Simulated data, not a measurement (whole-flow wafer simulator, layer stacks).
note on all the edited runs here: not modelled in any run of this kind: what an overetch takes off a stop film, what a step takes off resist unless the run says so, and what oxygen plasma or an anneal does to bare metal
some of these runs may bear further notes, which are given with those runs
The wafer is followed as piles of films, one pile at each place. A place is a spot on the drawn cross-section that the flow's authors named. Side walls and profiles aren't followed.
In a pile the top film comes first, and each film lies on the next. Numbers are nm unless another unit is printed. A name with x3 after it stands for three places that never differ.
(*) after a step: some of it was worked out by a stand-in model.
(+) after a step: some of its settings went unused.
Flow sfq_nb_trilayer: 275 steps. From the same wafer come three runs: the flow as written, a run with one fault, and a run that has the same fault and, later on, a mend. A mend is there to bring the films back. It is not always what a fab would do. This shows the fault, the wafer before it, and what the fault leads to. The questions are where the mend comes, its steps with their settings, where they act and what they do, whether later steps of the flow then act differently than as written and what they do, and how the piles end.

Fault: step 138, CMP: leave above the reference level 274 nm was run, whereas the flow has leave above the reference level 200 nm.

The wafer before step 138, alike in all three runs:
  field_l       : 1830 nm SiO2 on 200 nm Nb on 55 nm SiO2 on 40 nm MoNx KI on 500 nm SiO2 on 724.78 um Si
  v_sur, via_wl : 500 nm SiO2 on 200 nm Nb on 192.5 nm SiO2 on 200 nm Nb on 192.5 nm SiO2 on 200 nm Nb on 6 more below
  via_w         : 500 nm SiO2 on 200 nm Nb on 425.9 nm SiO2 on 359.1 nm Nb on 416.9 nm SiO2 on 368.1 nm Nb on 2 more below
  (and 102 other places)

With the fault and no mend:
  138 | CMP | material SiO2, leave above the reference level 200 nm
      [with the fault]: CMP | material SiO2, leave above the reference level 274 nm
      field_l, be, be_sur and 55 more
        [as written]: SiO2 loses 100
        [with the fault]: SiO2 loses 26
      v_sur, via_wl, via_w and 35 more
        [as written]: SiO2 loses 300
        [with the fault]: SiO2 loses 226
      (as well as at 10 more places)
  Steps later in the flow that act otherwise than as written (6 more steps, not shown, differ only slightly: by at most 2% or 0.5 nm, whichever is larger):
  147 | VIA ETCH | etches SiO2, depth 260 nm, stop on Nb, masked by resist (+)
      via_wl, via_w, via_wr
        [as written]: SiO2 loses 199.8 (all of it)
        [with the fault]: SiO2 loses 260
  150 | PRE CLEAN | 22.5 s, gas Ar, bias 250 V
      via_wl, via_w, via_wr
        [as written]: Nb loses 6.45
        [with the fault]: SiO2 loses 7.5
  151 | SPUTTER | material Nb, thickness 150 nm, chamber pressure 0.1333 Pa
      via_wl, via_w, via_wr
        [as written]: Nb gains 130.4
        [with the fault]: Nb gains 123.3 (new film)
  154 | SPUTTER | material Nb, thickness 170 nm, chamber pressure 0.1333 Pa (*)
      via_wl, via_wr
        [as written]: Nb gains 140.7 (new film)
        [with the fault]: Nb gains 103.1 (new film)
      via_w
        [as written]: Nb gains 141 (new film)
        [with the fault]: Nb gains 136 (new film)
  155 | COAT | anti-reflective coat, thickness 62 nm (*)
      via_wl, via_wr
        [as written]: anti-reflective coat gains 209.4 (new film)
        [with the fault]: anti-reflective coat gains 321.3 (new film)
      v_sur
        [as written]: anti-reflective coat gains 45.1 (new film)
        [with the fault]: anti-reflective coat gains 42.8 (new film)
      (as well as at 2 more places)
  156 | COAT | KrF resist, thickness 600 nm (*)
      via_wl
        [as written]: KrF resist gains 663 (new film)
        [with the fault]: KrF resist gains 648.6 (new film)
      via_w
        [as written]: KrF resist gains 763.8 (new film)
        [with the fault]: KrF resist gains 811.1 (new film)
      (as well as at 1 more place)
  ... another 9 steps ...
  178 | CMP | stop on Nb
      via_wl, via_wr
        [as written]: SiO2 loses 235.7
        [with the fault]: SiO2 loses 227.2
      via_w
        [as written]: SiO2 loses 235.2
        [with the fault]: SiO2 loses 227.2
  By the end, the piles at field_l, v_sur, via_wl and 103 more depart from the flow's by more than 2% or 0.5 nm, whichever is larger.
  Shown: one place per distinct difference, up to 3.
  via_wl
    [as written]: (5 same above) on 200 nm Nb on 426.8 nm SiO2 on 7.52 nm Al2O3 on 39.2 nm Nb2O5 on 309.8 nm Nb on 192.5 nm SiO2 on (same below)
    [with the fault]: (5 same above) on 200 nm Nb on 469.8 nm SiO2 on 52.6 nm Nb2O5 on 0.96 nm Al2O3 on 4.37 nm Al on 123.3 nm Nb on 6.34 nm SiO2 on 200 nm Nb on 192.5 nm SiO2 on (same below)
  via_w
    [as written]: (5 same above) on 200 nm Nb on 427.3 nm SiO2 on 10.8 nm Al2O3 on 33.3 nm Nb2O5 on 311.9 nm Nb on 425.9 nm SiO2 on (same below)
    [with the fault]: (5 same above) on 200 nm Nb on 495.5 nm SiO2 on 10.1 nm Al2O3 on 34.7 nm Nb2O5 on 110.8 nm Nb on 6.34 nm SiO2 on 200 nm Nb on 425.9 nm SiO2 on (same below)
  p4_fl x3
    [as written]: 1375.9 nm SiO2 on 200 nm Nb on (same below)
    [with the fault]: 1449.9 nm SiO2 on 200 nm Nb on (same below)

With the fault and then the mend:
  The mend stands after step 145.
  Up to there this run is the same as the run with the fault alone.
  145a | STRIP | over-ash 65%, gas O2, power 200 W (*)
      field_l, v_sur, via_sp and 100 more
        KrF resist loses 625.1 (all of it), anti-reflective coat loses 62 (all of it)
      via_wl, via_w, via_wr
        anti-reflective coat loses 62 (all of it)
  145b | CMP | material SiO2, leave above the reference level 200 nm (the flow's step 138 again)
      field_l, v_sur, via_wl and 103 more
        SiO2 loses 74
  145c | COAT | anti-reflective coat, thickness 62 nm (the flow's step 140 again)
      field_l, v_sur, via_wl and 103 more
        anti-reflective coat gains 62 (new film)
  145d | COAT | KrF resist, thickness 650 nm (the flow's step 141 again)
      field_l, v_sur, via_wl and 103 more
        KrF resist gains 650 (new film)
  145e | SOFTBAKE | KrF resist (the flow's step 142 again)
      alters no film at any place that is followed
  145f | EXPOSE | photomask I4, dose 11.93 mJ/cm2, NA 0.6, wavelength 248 nm (*) (the flow's step 143 again)
      alters no film at any place that is followed
  145g | PEB | KrF resist, 90 s (the flow's step 144 again)
      field_l, v_sur, via_wl and 103 more
        KrF resist loses 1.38
  145h | DEVELOP | KrF resist, thickness 650 nm, 60 s (the flow's step 145 again)
      field_l, v_sur, via_sp and 100 more
        KrF resist loses 23.5
      via_wl, via_w, via_wr
        KrF resist loses 648.6 (all of it)
  Every later step of the flow that is run acts as written at every place that is followed.
  The piles end the same as the flow's at every place that both follow.
